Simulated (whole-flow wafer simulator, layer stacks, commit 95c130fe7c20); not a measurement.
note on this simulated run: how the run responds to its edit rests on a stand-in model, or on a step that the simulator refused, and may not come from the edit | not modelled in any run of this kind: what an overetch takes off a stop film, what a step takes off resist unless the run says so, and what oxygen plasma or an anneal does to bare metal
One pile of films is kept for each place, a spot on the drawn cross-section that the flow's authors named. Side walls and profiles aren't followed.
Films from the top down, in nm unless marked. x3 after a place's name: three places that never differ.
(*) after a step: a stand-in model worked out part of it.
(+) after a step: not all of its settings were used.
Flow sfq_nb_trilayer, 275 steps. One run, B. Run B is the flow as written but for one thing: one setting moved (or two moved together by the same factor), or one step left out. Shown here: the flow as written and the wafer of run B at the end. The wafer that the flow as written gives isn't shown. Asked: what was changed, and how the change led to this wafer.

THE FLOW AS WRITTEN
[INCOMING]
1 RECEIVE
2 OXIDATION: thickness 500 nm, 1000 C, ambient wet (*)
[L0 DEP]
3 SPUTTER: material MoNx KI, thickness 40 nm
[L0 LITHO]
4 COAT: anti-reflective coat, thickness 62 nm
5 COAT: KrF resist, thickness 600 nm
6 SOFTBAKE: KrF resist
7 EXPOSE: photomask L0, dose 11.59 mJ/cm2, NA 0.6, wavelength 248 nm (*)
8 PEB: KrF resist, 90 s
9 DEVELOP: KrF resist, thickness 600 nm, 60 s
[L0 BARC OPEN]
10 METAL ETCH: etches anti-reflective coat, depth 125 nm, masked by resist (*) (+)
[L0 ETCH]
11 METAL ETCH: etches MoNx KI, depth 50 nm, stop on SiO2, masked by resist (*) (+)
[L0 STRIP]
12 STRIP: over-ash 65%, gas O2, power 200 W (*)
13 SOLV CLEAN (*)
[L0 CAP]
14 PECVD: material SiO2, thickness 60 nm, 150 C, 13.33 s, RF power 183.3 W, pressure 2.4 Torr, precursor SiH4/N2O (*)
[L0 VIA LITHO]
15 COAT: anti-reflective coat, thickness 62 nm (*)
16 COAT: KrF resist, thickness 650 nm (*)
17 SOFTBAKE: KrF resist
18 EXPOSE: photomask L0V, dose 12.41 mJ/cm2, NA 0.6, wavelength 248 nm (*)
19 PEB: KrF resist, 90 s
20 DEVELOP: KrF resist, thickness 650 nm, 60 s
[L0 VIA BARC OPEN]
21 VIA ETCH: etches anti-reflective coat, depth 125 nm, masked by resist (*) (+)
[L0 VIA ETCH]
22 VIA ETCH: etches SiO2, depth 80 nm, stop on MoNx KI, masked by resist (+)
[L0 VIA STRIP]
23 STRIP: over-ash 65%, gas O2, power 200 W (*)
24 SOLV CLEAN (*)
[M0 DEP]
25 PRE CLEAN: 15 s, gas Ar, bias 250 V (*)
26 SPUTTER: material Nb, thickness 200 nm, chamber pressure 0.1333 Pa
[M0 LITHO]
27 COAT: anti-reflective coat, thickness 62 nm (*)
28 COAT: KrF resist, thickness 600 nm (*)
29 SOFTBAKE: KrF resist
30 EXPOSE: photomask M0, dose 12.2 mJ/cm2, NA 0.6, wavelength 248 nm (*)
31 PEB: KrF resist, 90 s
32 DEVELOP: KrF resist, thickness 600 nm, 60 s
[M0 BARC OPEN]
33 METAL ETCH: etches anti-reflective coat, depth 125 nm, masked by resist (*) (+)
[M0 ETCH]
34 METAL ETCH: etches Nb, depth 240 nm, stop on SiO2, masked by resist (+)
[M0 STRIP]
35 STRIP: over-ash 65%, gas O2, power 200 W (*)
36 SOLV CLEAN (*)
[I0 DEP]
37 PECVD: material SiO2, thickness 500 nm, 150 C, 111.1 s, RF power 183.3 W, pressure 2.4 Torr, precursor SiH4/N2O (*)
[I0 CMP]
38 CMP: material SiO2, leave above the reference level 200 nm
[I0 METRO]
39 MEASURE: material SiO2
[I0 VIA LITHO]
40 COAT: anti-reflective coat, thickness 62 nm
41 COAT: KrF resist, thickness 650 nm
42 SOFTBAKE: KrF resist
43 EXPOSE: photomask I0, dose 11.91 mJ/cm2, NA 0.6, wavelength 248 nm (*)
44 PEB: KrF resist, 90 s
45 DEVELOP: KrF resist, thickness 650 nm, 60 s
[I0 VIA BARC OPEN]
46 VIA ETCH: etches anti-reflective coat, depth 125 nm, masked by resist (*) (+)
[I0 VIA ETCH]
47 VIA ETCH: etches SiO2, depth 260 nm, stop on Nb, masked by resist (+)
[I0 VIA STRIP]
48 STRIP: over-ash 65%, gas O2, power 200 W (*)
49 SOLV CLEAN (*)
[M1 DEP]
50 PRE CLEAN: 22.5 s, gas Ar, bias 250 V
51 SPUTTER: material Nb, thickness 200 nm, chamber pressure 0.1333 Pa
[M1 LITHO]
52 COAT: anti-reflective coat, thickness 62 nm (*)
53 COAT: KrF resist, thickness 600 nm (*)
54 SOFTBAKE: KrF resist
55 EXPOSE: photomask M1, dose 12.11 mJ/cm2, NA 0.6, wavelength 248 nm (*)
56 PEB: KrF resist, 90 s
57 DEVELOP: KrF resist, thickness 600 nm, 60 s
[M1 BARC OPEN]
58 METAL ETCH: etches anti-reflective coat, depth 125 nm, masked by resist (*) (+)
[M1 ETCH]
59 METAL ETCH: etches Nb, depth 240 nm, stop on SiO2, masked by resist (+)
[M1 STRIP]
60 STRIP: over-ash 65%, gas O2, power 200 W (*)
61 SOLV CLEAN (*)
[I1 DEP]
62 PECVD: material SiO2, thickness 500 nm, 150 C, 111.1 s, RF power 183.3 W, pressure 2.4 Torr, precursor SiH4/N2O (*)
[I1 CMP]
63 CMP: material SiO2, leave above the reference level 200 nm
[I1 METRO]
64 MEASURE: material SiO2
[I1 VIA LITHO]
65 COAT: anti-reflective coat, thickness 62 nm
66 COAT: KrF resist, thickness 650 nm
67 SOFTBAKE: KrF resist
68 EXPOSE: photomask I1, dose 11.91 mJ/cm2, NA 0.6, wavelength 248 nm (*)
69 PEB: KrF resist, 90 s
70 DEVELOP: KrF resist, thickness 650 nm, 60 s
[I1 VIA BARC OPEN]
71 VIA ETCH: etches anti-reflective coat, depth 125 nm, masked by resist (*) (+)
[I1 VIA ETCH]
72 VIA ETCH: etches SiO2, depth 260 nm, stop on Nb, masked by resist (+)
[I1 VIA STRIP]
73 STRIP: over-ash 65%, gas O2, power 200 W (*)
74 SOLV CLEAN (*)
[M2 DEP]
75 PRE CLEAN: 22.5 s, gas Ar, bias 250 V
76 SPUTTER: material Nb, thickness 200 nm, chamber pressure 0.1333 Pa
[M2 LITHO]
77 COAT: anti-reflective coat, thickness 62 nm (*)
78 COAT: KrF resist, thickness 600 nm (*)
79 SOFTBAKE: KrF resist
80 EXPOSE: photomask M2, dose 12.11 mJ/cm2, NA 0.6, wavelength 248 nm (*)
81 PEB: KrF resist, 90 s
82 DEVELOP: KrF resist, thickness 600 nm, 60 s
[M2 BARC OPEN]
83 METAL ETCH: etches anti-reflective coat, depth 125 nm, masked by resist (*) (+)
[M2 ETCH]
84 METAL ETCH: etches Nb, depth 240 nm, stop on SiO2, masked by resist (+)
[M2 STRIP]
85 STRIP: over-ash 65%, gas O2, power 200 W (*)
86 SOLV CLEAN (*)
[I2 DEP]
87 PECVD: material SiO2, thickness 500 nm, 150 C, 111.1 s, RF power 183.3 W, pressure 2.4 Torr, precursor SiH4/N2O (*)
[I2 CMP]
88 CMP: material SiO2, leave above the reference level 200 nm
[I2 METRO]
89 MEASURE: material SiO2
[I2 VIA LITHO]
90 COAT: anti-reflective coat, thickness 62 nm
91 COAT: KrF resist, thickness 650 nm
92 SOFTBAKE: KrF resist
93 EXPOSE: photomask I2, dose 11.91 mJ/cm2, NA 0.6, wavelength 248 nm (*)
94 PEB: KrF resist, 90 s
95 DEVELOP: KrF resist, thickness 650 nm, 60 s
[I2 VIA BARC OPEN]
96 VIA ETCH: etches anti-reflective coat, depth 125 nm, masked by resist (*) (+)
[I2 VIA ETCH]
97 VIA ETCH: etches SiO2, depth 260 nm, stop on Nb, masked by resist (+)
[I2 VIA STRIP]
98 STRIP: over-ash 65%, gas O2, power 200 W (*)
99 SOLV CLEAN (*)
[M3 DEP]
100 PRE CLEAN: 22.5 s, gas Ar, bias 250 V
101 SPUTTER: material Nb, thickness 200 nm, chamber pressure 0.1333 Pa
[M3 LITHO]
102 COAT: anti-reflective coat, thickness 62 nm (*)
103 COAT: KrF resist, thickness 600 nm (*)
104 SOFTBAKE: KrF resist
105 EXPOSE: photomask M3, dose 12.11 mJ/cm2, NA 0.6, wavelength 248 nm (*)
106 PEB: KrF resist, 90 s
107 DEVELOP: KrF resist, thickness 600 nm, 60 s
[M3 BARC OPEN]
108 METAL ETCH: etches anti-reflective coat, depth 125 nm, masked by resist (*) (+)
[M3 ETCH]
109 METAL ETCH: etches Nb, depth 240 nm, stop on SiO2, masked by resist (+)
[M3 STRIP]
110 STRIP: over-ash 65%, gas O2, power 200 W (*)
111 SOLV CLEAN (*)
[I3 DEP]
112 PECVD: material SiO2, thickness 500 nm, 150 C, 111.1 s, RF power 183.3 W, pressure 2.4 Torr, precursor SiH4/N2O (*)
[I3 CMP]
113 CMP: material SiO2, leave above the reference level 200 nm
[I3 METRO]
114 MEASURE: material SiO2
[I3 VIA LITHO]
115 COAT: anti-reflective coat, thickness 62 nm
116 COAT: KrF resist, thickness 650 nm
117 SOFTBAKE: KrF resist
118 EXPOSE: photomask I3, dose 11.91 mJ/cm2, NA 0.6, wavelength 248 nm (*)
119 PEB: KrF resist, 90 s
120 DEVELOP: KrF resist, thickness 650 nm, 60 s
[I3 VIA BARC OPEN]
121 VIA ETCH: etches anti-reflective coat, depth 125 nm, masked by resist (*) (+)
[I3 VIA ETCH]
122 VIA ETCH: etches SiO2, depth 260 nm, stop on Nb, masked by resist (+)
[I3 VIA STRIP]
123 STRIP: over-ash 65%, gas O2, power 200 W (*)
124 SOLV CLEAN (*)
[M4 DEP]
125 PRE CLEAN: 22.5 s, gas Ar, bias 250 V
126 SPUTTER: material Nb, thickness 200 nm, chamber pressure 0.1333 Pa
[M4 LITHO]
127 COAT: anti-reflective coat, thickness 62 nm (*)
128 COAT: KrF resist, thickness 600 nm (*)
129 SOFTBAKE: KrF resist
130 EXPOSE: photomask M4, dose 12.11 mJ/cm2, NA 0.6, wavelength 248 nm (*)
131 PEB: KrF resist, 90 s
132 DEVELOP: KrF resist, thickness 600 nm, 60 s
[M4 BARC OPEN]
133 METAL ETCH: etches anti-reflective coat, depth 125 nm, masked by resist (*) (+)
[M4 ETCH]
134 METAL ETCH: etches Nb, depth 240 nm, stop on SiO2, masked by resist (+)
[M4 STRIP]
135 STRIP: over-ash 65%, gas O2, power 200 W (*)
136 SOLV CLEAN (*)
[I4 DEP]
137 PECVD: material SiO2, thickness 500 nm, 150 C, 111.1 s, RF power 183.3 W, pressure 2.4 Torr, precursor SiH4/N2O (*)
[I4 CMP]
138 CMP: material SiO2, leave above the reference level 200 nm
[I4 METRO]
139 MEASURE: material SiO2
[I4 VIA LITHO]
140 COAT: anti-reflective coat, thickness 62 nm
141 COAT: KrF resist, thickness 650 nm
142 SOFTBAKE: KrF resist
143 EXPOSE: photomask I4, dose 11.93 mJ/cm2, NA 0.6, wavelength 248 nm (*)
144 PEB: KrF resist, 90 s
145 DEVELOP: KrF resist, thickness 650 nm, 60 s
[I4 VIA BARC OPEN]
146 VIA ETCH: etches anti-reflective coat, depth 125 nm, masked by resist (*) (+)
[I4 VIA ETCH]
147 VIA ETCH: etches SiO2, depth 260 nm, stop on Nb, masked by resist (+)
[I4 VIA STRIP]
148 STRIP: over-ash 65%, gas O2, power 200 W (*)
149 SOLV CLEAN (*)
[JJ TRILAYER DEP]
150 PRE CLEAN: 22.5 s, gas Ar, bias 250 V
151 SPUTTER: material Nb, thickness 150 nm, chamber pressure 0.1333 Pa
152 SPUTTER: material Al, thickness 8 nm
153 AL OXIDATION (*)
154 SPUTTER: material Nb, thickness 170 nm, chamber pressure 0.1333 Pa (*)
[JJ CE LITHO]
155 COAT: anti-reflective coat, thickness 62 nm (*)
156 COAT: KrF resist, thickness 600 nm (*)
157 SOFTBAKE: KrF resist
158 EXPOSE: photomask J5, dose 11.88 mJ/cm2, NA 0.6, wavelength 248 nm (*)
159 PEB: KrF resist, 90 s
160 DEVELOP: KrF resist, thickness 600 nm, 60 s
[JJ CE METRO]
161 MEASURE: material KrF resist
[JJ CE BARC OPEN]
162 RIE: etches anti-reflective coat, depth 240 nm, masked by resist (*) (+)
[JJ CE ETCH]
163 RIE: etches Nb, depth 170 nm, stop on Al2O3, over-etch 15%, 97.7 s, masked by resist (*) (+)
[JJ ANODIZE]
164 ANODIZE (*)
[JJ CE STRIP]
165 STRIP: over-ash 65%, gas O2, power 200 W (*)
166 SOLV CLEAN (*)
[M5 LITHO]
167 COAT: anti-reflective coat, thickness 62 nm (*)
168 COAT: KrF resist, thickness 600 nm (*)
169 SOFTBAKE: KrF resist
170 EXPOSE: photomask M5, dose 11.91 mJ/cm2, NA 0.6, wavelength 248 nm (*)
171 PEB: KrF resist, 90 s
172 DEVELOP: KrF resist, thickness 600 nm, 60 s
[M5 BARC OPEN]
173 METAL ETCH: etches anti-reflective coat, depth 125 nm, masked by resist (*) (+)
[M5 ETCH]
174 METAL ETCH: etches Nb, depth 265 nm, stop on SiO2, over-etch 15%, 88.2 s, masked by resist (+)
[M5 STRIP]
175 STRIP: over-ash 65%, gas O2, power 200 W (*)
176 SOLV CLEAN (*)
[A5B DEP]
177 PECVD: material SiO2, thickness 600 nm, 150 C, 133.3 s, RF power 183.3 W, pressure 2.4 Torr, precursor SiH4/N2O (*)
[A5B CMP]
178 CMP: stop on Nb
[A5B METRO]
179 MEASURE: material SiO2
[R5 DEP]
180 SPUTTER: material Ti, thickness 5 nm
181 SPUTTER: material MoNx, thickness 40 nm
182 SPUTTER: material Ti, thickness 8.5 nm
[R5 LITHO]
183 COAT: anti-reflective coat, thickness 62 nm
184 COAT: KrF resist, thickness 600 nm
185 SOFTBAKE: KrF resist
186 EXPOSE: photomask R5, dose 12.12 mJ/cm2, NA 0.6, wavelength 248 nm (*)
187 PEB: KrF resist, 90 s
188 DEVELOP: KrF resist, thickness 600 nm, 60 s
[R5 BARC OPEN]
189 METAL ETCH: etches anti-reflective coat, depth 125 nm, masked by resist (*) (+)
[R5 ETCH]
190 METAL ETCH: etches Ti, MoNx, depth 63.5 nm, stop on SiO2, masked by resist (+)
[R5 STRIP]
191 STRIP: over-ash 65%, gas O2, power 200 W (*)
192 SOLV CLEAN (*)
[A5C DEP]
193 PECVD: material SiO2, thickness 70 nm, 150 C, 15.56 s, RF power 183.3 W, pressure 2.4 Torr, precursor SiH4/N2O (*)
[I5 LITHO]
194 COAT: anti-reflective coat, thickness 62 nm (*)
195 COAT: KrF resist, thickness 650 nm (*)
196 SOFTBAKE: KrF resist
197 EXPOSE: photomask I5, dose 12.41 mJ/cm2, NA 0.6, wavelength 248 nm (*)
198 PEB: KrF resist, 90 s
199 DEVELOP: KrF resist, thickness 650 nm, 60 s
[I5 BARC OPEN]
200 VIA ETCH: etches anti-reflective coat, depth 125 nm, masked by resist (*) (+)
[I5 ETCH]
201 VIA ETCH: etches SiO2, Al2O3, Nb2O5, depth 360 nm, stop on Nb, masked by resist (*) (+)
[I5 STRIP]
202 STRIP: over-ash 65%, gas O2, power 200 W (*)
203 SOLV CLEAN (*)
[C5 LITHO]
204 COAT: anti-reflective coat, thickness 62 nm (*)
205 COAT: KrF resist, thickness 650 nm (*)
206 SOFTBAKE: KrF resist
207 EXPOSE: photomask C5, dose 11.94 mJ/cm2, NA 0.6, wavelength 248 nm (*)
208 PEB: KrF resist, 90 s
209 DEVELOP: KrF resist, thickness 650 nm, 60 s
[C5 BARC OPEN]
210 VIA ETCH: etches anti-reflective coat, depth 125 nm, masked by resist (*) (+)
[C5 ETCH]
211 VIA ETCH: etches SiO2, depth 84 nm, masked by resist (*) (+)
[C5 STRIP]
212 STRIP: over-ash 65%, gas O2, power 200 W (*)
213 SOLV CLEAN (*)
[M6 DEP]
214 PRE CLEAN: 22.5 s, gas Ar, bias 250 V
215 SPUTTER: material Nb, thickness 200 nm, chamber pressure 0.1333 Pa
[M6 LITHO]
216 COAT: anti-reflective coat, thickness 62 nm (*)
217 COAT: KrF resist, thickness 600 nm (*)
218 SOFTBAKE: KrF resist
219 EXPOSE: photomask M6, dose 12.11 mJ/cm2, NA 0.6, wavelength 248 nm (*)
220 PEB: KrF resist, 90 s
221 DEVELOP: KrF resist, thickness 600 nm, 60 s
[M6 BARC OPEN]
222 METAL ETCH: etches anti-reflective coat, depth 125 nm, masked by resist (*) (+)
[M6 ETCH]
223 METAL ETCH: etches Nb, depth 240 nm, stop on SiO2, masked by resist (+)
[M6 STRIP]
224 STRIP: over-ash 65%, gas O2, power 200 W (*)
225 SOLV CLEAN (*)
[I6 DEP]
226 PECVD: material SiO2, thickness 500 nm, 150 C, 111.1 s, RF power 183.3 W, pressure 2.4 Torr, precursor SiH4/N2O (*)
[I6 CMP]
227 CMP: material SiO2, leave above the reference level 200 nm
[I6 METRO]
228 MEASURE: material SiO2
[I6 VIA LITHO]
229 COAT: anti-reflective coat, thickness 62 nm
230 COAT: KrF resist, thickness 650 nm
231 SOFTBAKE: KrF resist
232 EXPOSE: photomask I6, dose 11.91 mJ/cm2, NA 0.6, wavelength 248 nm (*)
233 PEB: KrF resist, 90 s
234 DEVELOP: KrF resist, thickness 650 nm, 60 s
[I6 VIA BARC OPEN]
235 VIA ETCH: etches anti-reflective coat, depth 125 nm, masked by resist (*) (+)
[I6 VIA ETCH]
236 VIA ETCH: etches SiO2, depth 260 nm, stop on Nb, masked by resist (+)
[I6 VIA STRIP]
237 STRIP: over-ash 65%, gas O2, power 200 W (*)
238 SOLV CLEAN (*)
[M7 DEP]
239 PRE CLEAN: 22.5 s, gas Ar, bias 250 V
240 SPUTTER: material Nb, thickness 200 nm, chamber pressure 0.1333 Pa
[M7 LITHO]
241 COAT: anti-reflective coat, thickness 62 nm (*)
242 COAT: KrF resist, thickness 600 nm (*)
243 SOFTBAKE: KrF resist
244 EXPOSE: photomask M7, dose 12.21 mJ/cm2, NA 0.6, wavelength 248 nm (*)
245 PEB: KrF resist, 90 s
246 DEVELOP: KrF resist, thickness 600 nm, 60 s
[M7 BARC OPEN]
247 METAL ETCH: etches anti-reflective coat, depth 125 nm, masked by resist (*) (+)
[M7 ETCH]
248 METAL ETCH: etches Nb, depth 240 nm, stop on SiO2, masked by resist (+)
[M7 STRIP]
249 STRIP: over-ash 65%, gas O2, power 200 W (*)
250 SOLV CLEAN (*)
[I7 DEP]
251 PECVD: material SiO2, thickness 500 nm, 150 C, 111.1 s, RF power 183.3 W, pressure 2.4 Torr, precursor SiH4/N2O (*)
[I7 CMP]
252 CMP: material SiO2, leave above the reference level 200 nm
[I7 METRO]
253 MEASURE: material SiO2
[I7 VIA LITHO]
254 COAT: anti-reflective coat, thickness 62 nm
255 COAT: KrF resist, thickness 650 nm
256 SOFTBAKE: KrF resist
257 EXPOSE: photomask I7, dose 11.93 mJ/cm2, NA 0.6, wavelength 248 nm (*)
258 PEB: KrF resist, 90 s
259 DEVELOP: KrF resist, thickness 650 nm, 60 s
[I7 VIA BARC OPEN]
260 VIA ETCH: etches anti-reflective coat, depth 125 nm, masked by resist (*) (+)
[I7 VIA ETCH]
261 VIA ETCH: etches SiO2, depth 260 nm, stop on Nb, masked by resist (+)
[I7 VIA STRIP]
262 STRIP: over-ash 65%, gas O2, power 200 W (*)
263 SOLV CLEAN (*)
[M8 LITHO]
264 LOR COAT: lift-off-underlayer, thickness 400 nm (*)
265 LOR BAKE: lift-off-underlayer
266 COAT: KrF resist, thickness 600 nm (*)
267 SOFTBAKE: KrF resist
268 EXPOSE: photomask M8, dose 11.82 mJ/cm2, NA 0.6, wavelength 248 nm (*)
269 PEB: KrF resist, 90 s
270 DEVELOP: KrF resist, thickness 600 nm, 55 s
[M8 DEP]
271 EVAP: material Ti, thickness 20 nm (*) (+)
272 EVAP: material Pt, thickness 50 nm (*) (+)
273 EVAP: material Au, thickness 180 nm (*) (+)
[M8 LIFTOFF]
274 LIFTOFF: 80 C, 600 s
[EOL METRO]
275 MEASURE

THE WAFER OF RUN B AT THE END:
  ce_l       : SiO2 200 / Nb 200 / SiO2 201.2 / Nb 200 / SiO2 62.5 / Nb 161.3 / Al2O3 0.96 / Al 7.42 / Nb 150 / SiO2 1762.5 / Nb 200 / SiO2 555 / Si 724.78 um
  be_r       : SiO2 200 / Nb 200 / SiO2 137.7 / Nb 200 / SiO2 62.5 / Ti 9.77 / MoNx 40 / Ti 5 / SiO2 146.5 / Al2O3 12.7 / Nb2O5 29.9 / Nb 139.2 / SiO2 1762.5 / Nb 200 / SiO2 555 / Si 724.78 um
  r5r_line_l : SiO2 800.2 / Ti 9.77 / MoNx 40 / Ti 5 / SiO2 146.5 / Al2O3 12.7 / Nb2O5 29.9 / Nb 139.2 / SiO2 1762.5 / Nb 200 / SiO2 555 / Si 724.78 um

The cause: step 182, SPUTTER: thickness 9.77 nm was run, where the flow has thickness 8.5 nm.
It can be read off the wafer: be_r has Ti 9.77, and step 182 as written asks for 8.5 nm.

How the change led to this, step by step:
  182 SPUTTER: material Ti, thickness 8.5 nm
      field_l, v_sur, via_wl and 103 more: Ti +9.77 (new film) (as written it would be: Ti +8.5 (new film))
  190 METAL ETCH: etches Ti, MoNx, depth 63.5 nm, stop on SiO2, masked by resist (+)
      field_l, v_sur, via_wl and 92 more: Ti -9.77 (all of it), MoNx -40 (all of it), Ti -5 (all of it) (as written it would be: Ti -8.5 (all of it), MoNx -40 (all of it), Ti -5 (all of it))
      ce_l, c5j, ce_r, wl_jj: Ti -9.77 (all of it), MoNx -40 (all of it), Ti -5 (all of it), Nb -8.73 (as written it would be: Ti -8.5 (all of it), MoNx -40 (all of it), Ti -5 (all of it), Nb -10)
